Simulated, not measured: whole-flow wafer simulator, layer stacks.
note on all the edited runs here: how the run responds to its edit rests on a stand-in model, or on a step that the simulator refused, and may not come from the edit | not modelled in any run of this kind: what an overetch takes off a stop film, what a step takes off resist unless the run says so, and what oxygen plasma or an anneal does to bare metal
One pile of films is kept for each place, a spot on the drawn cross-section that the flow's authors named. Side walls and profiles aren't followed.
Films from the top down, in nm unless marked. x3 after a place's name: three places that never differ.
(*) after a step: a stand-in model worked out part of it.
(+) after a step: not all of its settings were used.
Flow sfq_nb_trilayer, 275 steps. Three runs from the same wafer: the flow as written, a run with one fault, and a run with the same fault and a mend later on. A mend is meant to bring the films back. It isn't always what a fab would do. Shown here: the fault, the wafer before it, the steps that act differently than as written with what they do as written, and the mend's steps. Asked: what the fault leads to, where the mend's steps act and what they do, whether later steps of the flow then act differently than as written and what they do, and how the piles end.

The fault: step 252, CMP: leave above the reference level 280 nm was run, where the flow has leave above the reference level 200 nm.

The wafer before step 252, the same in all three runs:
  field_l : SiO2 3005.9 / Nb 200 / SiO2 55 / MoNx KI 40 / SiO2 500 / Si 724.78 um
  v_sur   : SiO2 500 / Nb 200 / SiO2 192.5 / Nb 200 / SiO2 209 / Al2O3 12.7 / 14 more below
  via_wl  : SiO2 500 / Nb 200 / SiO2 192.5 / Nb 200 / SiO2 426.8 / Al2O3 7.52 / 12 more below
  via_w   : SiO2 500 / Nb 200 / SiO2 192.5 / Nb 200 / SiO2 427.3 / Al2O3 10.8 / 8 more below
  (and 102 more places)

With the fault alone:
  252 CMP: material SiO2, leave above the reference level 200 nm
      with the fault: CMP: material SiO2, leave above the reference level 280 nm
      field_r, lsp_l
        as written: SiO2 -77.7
        with the fault: nothing
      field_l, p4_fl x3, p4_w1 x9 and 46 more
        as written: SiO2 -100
        with the fault: SiO2 -20
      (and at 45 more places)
  Later steps of the flow that act differently than as written (7 more steps differ only slightly, by at most 2% or 0.5 nm, whichever is larger, and aren't shown):
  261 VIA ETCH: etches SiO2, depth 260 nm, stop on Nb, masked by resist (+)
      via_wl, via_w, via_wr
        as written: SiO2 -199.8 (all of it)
        with the fault: SiO2 -260
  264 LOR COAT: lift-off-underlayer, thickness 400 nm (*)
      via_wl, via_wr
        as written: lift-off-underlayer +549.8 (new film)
        with the fault: lift-off-underlayer +594.8 (new film)
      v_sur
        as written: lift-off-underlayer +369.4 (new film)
        with the fault: lift-off-underlayer +360.2 (new film)
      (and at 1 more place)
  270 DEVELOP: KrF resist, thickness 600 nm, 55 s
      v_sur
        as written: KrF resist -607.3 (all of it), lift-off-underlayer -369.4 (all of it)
        with the fault: KrF resist -609.9 (all of it), lift-off-underlayer -360.2 (all of it)
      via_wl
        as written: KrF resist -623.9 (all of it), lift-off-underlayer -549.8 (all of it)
        with the fault: KrF resist -631.4 (all of it), lift-off-underlayer -594.8 (all of it)
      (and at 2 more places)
  At the end the piles differ from the flow's by more than 2% or 0.5 nm, whichever is larger, at field_l, v_sur, via_wl and 103 more.
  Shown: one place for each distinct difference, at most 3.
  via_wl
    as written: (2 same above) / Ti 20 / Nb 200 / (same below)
    with the fault: (2 same above) / Ti 20 / SiO2 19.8 / Nb 200 / (same below)
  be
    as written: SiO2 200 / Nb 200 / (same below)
    with the fault: SiO2 280 / Nb 200 / (same below)
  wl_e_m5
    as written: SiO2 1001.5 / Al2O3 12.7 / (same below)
    with the fault: SiO2 1081.5 / Al2O3 12.7 / (same below)

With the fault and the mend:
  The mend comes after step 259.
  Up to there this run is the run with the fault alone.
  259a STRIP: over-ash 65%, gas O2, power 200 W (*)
      field_l, v_sur, via_sp and 90 more
        KrF resist -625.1 (all of it), anti-reflective coat -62 (all of it)
      r_sur, res, ln_m6, lsp_r
        KrF resist -625 (all of it), anti-reflective coat -62 (all of it)
      via_wl, via_w, via_wr
        anti-reflective coat -62 (all of it)
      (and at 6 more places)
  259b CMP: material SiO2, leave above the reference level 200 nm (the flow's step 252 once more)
      field_l, v_sur, via_wl and 101 more
        SiO2 -80
      field_r, lsp_l
        SiO2 -77.7
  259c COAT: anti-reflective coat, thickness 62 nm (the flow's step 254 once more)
      field_l, v_sur, via_wl and 103 more
        anti-reflective coat +62 (new film)
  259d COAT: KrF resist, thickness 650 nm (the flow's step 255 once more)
      field_l, v_sur, via_wl and 103 more
        KrF resist +650 (new film)
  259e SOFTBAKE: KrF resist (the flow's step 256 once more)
      changes no film at any place that is followed
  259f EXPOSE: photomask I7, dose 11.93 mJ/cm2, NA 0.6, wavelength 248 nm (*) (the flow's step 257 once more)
      changes no film at any place that is followed
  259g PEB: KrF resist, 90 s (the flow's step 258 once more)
      field_l, v_sur, via_wl and 103 more
        KrF resist -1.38
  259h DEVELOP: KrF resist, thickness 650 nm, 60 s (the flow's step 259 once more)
      field_l, v_sur, via_sp and 100 more
        KrF resist -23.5
      via_wl, via_w, via_wr
        KrF resist -648.6 (all of it)
  No later step of the flow acts differently than as written at any place that is followed.
  At the end the piles are the same as the flow's at every place that both follow.
